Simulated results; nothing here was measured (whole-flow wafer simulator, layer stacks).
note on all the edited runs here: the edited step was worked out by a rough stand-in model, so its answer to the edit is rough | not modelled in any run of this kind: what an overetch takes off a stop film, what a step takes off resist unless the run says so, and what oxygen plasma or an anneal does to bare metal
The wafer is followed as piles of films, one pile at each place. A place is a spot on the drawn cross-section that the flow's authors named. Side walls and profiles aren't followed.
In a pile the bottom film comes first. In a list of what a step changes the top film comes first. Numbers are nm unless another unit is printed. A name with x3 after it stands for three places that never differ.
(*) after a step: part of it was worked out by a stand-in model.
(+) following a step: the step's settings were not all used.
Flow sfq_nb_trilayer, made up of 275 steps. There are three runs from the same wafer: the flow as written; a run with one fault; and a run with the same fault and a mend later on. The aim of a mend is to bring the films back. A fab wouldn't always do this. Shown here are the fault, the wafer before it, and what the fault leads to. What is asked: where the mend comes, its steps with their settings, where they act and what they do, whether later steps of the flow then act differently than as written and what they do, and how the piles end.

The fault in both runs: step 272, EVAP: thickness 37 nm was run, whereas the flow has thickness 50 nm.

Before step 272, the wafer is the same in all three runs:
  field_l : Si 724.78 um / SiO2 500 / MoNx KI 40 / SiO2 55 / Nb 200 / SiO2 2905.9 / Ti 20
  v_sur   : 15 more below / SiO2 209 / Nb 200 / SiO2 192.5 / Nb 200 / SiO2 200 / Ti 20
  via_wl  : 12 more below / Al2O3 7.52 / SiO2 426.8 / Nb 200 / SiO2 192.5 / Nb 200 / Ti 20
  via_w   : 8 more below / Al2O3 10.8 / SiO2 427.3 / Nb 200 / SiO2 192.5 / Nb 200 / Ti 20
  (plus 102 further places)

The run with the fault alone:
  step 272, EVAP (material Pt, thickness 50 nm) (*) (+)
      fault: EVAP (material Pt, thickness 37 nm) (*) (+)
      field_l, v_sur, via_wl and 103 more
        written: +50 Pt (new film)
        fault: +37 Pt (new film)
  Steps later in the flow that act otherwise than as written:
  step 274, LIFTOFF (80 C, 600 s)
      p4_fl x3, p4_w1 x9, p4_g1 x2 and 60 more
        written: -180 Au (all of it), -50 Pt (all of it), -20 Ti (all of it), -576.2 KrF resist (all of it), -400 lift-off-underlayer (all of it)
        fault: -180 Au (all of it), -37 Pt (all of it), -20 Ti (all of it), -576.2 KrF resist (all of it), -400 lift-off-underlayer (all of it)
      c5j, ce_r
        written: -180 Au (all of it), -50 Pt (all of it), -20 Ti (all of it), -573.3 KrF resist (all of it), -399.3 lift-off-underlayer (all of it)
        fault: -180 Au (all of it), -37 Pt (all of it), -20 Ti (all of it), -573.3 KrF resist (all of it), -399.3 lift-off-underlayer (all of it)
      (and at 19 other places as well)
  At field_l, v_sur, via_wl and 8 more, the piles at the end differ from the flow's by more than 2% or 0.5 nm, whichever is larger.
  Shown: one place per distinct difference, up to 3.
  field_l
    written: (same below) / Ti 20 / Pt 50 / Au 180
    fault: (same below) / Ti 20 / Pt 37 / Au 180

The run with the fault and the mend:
  The mend follows step 272.
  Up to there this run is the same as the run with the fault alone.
  step 272a, EVAP (material Pt, thickness 13 nm) (*) (+) (the flow's step 272, run once more with other settings)
      field_l, v_sur, via_wl and 103 more
        +13 Pt
  Later steps of the flow that are run all act as written at every place that is followed.
  The piles end the same as the flow's at every place that both follow.
